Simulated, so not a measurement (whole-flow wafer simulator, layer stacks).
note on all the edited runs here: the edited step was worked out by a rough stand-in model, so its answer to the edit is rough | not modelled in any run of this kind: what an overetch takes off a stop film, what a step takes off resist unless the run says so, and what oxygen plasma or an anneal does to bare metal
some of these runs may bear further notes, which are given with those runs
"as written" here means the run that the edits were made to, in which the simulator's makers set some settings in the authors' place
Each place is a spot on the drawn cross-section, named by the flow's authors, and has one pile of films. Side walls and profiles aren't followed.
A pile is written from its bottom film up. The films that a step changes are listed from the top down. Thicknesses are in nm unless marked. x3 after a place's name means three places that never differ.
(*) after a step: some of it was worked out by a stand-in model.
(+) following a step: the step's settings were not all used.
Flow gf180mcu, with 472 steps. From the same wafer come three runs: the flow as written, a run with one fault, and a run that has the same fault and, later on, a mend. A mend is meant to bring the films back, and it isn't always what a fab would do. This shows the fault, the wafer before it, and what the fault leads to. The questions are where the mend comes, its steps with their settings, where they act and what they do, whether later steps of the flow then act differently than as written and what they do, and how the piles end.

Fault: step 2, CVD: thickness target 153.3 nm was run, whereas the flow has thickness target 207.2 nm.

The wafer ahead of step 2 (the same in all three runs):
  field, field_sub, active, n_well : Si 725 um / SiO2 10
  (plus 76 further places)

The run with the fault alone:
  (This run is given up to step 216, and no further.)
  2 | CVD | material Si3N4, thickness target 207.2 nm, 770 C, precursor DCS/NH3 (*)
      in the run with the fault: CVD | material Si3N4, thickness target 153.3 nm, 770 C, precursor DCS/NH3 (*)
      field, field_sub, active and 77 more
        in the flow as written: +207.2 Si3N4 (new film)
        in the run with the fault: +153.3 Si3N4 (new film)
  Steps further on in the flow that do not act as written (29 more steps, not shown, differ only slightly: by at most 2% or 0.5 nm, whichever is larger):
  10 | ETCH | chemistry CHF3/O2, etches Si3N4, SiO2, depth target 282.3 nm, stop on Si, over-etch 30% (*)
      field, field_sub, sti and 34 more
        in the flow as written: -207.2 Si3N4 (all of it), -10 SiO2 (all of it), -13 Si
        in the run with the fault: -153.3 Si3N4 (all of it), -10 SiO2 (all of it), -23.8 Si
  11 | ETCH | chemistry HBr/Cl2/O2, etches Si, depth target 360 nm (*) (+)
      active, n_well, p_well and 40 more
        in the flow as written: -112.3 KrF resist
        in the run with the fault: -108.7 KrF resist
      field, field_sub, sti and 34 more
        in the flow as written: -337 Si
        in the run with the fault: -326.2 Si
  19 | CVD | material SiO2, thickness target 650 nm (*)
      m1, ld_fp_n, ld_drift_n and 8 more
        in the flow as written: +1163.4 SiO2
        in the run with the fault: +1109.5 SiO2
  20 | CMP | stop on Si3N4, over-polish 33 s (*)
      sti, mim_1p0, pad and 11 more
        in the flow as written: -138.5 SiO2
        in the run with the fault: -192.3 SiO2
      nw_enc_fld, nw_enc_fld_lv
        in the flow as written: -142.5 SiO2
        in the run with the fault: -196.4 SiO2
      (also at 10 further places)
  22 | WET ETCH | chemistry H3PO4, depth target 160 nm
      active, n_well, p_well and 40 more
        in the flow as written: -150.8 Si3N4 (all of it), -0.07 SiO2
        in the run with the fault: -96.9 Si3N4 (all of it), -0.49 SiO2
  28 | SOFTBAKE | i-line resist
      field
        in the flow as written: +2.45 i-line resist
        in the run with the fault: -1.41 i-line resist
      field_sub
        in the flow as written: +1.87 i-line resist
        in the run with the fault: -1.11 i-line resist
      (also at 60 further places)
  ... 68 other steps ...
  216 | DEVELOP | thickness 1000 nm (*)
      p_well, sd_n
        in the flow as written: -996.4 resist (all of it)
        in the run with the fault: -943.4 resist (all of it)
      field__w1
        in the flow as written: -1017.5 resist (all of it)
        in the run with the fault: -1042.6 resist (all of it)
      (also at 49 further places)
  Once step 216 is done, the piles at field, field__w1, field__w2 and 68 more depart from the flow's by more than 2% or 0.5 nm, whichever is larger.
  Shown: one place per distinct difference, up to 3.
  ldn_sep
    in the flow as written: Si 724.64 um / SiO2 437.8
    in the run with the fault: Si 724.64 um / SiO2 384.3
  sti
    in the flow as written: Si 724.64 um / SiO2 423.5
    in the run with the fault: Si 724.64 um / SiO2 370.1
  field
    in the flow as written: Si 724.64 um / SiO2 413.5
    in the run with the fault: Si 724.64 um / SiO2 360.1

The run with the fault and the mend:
  After step 2 comes the mend.
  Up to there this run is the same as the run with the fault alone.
  2a | CVD | material Si3N4, thickness target 53.86 nm, 770 C, precursor DCS/NH3 (*) (the flow's step 2, run once more with other settings)
      field, field_sub, active and 77 more
        +53.9 Si3N4
  Later steps of the flow that are run all act as written at every place that is followed.
  By the end, the piles equal the flow's at every place that both follow.
